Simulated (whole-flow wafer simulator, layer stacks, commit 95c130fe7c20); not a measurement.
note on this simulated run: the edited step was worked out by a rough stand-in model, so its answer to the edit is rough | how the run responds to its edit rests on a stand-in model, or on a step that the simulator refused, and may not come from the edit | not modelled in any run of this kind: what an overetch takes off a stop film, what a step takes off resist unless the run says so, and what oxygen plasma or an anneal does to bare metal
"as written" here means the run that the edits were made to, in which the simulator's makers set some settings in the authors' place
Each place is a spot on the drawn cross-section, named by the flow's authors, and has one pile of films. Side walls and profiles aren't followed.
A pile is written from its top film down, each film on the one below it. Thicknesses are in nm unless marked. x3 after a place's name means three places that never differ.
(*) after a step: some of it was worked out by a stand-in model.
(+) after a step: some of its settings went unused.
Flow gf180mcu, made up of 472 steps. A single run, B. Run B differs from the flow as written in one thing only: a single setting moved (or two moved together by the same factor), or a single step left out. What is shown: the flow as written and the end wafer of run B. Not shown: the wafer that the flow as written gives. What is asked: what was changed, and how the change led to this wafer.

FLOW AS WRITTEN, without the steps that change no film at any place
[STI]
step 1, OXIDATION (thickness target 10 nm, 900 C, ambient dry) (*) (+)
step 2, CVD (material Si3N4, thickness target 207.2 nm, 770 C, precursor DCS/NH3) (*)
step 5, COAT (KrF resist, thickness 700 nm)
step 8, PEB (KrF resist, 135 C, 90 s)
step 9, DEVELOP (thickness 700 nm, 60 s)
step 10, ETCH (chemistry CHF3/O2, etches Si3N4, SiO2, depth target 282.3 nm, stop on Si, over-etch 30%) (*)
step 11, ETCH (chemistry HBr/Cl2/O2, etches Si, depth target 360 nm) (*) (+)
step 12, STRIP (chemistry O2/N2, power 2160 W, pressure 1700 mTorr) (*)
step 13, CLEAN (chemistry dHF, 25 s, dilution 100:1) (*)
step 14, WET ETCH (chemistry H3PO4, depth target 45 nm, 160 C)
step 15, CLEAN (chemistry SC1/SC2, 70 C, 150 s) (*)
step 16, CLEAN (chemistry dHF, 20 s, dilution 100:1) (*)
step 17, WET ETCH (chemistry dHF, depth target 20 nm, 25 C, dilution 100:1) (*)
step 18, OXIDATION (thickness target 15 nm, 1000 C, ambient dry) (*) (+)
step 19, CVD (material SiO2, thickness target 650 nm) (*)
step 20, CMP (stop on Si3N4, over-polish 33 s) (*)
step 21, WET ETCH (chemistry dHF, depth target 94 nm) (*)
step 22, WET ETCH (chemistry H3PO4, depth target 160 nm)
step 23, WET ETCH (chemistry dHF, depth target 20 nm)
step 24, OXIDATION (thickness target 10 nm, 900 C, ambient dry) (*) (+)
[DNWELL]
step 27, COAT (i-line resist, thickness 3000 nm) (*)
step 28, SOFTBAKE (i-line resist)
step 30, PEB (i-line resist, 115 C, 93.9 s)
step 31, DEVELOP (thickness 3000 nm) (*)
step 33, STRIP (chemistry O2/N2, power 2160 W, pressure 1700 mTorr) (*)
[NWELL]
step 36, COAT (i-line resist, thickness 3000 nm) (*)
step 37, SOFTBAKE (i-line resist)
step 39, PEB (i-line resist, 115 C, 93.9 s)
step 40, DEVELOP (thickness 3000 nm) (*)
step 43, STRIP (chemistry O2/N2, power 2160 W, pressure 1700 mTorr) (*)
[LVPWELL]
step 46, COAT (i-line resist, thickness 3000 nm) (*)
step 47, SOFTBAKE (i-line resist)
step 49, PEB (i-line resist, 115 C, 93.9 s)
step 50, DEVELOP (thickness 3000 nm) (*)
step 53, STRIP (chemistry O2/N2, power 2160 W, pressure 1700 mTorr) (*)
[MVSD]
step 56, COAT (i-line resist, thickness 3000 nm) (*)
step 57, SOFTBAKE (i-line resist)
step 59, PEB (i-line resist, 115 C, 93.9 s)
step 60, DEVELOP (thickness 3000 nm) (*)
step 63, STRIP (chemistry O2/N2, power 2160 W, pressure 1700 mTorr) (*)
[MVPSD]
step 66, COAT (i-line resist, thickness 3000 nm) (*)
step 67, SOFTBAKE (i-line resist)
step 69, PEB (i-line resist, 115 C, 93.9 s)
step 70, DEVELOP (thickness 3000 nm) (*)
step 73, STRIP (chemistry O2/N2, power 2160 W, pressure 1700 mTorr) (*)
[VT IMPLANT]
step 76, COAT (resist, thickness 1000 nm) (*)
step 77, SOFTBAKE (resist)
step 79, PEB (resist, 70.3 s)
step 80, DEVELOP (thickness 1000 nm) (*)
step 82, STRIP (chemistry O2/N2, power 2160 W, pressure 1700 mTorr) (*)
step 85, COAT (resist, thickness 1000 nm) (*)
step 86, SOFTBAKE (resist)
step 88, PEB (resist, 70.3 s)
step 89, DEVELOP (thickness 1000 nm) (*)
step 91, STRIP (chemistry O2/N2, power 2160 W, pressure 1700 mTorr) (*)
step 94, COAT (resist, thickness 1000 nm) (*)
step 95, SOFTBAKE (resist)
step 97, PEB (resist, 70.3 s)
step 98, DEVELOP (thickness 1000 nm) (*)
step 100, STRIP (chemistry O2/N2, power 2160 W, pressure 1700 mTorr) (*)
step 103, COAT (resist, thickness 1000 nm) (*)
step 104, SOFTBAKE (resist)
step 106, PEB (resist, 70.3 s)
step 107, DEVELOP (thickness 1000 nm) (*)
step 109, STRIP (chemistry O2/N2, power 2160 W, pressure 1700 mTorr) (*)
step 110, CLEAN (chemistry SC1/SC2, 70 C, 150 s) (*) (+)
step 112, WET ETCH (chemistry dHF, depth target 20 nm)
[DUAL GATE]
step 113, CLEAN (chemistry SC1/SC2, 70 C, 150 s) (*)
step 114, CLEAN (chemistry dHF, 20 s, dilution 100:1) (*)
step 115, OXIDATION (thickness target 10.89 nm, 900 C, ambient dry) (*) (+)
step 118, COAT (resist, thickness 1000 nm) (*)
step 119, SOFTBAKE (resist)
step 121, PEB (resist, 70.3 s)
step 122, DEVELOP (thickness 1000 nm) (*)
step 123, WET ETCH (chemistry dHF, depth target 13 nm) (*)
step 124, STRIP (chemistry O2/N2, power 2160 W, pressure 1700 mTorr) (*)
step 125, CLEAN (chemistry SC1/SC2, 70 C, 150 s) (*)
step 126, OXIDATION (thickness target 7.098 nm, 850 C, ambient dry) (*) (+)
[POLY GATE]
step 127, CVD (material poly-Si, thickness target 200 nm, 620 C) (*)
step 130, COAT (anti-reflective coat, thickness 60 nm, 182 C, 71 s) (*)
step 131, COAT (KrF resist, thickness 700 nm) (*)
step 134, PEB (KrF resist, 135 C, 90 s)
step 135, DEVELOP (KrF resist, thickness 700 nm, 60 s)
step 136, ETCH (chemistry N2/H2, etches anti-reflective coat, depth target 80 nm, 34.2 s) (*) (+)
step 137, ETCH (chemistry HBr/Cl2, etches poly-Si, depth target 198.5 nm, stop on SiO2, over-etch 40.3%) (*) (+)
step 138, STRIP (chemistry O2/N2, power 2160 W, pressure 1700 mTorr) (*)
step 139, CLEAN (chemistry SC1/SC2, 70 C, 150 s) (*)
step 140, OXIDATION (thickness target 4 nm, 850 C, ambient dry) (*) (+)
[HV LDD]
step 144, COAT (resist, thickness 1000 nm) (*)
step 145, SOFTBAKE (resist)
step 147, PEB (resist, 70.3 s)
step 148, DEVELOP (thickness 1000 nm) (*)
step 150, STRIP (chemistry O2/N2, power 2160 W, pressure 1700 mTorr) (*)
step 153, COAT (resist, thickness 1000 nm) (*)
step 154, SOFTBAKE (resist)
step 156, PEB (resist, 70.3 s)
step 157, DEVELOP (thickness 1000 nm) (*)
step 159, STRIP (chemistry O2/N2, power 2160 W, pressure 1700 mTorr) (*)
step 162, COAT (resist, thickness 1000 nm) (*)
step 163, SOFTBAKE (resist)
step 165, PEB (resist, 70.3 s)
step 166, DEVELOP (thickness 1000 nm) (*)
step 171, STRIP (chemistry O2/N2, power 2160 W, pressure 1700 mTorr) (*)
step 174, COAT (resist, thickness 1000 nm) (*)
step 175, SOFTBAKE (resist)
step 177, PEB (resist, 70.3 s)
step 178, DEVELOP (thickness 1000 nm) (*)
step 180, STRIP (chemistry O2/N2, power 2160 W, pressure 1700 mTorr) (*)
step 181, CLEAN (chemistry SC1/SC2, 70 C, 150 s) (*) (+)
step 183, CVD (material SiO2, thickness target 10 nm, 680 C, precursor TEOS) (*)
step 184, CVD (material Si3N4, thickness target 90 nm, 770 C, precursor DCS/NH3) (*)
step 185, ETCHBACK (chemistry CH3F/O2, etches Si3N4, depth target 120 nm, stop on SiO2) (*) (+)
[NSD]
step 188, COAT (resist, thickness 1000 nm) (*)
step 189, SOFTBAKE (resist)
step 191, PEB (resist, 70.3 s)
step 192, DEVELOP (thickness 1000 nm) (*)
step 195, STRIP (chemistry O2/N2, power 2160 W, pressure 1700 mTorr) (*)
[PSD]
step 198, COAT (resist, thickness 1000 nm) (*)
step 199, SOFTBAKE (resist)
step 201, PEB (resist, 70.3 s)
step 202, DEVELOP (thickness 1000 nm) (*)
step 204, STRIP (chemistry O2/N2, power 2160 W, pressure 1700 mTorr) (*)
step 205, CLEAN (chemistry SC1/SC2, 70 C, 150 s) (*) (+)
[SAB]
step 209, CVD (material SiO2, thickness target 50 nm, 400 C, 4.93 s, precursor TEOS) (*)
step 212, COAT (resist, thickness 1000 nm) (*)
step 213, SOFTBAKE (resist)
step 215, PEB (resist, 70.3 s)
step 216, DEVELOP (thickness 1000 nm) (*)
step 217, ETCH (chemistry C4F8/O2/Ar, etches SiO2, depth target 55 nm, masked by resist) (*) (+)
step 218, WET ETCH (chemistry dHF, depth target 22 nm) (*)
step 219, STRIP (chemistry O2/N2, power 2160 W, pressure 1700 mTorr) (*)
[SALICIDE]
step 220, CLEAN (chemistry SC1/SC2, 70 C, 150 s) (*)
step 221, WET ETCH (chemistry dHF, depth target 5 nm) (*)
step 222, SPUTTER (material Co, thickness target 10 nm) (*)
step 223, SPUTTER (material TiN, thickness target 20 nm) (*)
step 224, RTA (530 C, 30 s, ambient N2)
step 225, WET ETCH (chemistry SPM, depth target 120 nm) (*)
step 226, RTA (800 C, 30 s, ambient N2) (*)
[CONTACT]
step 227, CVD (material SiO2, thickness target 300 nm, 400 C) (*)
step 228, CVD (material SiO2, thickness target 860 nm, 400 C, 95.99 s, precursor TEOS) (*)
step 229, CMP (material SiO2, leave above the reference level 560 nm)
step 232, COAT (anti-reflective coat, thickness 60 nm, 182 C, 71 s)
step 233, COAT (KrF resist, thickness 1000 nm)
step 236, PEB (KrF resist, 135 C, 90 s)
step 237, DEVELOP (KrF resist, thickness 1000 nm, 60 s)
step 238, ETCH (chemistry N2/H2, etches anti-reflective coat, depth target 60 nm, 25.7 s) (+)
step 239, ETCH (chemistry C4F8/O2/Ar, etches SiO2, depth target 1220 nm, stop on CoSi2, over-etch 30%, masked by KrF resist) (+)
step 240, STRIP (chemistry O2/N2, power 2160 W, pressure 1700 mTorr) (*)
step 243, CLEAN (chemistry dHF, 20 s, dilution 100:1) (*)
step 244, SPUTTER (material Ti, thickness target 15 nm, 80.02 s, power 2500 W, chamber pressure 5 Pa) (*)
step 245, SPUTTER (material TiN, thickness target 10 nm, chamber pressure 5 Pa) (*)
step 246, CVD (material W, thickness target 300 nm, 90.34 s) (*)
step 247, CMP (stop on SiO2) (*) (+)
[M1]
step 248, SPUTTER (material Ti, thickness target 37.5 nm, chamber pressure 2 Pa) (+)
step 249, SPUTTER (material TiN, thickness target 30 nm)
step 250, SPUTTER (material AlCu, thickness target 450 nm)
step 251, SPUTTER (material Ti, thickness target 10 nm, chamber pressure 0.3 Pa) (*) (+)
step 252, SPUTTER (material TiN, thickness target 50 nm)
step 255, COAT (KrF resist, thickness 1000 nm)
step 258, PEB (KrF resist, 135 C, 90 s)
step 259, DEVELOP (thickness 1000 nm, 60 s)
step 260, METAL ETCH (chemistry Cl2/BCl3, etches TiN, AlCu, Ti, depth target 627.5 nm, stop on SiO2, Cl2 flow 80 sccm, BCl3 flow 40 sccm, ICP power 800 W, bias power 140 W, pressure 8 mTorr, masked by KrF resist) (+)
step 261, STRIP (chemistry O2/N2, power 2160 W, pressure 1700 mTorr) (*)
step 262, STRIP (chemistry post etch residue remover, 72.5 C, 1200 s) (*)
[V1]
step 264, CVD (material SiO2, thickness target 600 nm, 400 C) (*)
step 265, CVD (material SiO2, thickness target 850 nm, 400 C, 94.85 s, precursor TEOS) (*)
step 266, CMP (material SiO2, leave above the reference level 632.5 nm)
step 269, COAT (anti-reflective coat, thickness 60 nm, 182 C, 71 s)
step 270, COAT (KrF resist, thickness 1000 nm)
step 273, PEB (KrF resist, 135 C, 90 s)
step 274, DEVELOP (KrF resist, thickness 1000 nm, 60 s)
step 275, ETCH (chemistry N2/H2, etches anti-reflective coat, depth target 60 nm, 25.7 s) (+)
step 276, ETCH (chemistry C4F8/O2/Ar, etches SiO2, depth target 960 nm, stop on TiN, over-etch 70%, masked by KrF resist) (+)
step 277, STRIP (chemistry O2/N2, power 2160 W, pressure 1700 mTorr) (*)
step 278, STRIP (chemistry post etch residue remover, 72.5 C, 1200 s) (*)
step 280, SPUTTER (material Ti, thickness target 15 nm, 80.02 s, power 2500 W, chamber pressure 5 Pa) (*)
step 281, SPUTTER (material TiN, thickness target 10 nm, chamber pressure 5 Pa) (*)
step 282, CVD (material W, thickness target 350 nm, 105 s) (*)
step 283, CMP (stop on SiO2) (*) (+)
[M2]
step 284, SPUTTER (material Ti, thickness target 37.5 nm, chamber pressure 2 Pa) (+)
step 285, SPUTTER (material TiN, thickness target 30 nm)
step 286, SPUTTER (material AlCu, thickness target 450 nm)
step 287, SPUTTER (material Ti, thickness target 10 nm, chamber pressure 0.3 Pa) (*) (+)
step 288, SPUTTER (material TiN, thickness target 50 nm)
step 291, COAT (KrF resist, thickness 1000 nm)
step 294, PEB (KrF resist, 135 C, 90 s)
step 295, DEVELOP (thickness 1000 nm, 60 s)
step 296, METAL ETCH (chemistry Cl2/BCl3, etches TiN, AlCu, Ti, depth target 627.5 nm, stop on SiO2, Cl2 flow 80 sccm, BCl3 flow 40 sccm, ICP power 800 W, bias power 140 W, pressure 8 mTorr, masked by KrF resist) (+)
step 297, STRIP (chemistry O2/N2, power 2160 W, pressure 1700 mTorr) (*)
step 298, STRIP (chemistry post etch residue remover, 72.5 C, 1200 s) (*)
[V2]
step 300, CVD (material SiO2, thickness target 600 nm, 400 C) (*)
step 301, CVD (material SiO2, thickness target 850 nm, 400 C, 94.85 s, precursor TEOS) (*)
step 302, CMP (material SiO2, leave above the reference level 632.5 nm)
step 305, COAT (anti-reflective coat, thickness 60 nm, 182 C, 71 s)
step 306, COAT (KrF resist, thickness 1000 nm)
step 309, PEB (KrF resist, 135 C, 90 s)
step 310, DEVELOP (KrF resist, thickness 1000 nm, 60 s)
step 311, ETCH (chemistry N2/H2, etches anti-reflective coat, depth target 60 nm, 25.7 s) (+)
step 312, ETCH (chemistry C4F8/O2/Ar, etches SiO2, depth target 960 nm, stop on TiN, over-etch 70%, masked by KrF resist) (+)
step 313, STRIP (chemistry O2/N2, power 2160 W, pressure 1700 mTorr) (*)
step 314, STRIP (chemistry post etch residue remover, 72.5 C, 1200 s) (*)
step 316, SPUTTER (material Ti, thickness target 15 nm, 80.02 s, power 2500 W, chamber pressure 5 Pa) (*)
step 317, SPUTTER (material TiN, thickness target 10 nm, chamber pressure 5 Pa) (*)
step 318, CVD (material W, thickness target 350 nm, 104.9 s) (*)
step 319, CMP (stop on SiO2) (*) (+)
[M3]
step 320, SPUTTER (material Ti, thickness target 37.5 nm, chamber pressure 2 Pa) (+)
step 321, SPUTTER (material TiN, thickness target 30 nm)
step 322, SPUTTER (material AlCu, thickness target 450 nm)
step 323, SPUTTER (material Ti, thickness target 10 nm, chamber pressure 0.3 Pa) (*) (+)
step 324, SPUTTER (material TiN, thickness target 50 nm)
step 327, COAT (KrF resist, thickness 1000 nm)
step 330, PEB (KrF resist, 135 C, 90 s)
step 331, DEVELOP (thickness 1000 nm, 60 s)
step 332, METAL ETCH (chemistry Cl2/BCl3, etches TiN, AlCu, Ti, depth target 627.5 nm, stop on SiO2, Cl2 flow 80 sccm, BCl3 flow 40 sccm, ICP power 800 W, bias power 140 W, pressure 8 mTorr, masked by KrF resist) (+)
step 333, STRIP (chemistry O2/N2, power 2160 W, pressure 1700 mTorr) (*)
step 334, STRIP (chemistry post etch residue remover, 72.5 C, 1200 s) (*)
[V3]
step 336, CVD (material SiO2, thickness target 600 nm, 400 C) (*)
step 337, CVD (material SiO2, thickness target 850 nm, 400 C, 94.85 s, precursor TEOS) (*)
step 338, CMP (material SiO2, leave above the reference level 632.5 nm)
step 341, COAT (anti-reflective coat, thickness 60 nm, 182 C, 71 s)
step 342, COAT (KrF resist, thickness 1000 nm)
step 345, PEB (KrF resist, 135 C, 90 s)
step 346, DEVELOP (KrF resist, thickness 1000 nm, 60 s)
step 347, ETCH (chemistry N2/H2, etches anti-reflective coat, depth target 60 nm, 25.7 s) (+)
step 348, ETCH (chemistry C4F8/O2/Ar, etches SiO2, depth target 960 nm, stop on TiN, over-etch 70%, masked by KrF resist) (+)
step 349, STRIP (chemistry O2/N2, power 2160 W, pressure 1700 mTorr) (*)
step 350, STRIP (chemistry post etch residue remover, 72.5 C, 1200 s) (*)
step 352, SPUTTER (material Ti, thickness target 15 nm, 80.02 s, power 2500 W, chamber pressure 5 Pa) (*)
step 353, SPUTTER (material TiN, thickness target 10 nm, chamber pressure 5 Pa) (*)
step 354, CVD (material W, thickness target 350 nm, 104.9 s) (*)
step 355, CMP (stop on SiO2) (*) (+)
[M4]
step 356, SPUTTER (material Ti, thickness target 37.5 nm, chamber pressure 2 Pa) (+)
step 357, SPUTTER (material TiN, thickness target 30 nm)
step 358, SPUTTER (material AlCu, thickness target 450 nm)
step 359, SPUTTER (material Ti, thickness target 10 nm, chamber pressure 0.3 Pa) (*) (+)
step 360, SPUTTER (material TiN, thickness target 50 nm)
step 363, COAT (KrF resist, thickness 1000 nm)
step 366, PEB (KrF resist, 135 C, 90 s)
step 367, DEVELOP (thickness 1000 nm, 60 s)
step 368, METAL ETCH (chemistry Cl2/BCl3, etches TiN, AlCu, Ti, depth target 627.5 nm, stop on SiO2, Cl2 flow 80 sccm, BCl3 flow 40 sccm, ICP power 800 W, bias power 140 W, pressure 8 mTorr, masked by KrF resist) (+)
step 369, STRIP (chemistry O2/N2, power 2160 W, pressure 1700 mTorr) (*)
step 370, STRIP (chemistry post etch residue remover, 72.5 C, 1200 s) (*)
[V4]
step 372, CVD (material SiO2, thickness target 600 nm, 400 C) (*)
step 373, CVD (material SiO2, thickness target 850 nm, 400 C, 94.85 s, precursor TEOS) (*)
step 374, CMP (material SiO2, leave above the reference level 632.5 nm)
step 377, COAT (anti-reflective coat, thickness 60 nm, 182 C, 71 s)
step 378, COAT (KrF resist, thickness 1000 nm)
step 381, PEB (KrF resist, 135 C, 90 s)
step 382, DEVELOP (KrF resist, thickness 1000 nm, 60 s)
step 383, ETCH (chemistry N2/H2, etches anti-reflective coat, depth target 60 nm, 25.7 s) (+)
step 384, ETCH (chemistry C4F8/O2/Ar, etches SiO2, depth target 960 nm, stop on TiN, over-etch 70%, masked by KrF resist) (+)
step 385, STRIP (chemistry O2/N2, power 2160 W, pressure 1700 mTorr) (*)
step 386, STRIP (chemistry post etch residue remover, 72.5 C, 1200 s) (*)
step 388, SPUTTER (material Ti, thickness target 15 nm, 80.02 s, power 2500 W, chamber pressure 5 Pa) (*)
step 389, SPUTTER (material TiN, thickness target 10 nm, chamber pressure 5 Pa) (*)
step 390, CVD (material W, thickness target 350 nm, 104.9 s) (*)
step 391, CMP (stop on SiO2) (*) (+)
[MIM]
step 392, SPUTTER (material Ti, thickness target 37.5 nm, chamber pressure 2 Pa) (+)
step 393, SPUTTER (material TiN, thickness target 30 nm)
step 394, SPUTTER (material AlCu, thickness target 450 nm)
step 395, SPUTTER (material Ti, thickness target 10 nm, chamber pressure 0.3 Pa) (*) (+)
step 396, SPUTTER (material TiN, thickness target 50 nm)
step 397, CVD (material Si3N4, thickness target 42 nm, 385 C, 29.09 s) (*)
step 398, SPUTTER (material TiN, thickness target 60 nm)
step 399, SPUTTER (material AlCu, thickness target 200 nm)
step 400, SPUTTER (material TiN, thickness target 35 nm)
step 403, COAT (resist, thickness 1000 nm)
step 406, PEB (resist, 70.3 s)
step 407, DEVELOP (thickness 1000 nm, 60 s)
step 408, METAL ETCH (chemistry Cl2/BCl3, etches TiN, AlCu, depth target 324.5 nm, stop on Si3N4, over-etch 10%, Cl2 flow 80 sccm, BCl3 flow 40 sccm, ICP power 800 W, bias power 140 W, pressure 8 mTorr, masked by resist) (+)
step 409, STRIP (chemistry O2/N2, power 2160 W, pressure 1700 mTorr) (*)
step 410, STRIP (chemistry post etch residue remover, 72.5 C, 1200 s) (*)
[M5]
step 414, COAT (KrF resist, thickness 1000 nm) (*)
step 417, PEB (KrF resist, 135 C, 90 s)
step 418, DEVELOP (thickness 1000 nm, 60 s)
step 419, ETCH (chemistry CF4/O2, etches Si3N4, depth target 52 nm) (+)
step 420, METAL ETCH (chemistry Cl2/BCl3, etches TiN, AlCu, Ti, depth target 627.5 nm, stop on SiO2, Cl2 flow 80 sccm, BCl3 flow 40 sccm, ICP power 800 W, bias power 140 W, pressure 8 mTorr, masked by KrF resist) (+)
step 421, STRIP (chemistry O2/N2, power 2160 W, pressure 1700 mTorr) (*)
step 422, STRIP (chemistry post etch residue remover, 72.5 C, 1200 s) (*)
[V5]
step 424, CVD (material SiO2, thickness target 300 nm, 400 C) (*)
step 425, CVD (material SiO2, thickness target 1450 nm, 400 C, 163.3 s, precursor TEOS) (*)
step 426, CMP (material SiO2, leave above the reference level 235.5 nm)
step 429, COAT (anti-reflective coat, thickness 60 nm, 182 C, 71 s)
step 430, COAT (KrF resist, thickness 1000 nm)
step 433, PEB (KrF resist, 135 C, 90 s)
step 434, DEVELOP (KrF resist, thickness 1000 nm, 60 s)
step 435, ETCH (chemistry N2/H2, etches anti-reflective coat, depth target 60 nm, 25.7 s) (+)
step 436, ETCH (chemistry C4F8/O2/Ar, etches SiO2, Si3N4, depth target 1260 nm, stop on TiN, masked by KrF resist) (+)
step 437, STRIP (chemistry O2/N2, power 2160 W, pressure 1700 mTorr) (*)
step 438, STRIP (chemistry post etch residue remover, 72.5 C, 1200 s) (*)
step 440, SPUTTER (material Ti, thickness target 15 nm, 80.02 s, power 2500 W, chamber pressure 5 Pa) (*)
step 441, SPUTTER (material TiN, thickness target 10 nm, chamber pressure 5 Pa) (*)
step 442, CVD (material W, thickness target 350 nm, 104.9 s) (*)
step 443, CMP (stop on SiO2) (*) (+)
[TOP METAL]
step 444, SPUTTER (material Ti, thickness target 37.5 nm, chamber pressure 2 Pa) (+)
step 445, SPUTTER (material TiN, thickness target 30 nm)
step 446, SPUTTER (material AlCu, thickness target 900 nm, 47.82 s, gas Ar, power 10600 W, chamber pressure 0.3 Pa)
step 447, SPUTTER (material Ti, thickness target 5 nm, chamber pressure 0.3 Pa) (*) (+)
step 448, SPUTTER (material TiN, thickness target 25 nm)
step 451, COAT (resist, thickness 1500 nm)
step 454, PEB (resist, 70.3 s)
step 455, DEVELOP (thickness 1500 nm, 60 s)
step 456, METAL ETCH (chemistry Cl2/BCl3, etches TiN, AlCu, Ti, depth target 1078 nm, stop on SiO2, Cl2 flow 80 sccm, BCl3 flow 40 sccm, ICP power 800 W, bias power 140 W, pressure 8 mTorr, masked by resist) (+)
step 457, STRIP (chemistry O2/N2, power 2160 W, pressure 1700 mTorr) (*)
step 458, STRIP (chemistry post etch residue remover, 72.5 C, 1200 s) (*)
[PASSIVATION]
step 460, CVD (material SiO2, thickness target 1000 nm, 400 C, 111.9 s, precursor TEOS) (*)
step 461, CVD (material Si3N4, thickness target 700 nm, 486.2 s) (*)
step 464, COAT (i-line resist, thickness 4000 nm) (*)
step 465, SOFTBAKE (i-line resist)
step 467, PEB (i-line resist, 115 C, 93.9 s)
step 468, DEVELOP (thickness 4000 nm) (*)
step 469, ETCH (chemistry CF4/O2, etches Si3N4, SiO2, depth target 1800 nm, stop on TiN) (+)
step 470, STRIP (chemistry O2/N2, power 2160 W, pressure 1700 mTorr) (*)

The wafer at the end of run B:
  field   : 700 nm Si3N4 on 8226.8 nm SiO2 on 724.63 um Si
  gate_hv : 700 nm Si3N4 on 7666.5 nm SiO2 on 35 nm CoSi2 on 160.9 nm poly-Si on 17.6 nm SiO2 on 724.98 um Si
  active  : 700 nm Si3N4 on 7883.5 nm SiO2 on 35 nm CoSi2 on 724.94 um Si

What caused this: step 115, OXIDATION: thickness target 14.59 nm was run, while the flow as written has thickness target 10.89 nm.

The path from the change to this, step by step:
  step 115, OXIDATION (thickness target 10.89 nm, 900 C, ambient dry) (*) (+)
      active, n_well, p_well and 40 more: +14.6 SiO2 (new film), -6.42 Si (it would be, as written: +10.9 SiO2 (new film), -4.79 Si)
      sti, mim_1p0, pad and 19 more: +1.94 SiO2, -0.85 Si (it would be, as written: +1.22 SiO2, -0.54 Si)
      (as well as at 27 more places)
  step 123, WET ETCH (chemistry dHF, depth target 13 nm) (*)
      active, n_well, p_well and 12 more: -13 SiO2 (it would be, as written: -10.9 SiO2 (all of it))
  step 124, STRIP (chemistry O2/N2, power 2160 W, pressure 1700 mTorr) (*)
      active, n_well, p_well and 12 more: nothing (it would be, as written: +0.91 chemical SiO2 (new film), -0.4 Si)
  step 126, OXIDATION (thickness target 7.098 nm, 850 C, ambient dry) (*) (+)
      active, n_well, p_well and 12 more: +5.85 SiO2, -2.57 Si (it would be, as written: +7.1 SiO2 (new film), -0.76 chemical SiO2 (all of it), -2.79 Si)
  step 130, COAT (anti-reflective coat, thickness 60 nm, 182 C, 71 s) (*)
      p_well, spacer, sd_n: +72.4 anti-reflective coat (new film) (it would be, as written: +70.9 anti-reflective coat (new film))
  step 136, ETCH (chemistry N2/H2, etches anti-reflective coat, depth target 80 nm, 34.2 s) (*) (+)
      p_well, spacer, sd_n: -72.4 anti-reflective coat (all of it), -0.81 poly-Si (it would be, as written: -70.9 anti-reflective coat (all of it), -0.85 poly-Si)
  step 189, SOFTBAKE (resist)
      field__w9: -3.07 resist (it would be, as written: +6.92 resist)
      active_hv: -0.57 resist (it would be, as written: +2.68 resist)
      (as well as at 1 more place)
  step 199, SOFTBAKE (resist)
      field__w9: -3.07 resist (it would be, as written: +6.92 resist)
      active_hv: -0.57 resist (it would be, as written: +2.68 resist)
      (as well as at 1 more place)
  step 218, WET ETCH (chemistry dHF, depth target 22 nm) (*)
      ldn_tap, ldn_src, ldn_drn, ldp_tap, ldp_src, ldp_drn, ldp_gr: -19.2 SiO2 (all of it) (it would be, as written: -16 SiO2 (all of it))
      ld_drn_n, ld_sd_p: -18.1 SiO2 (all of it) (it would be, as written: -14.8 SiO2 (all of it))
      (as well as at 5 more places)
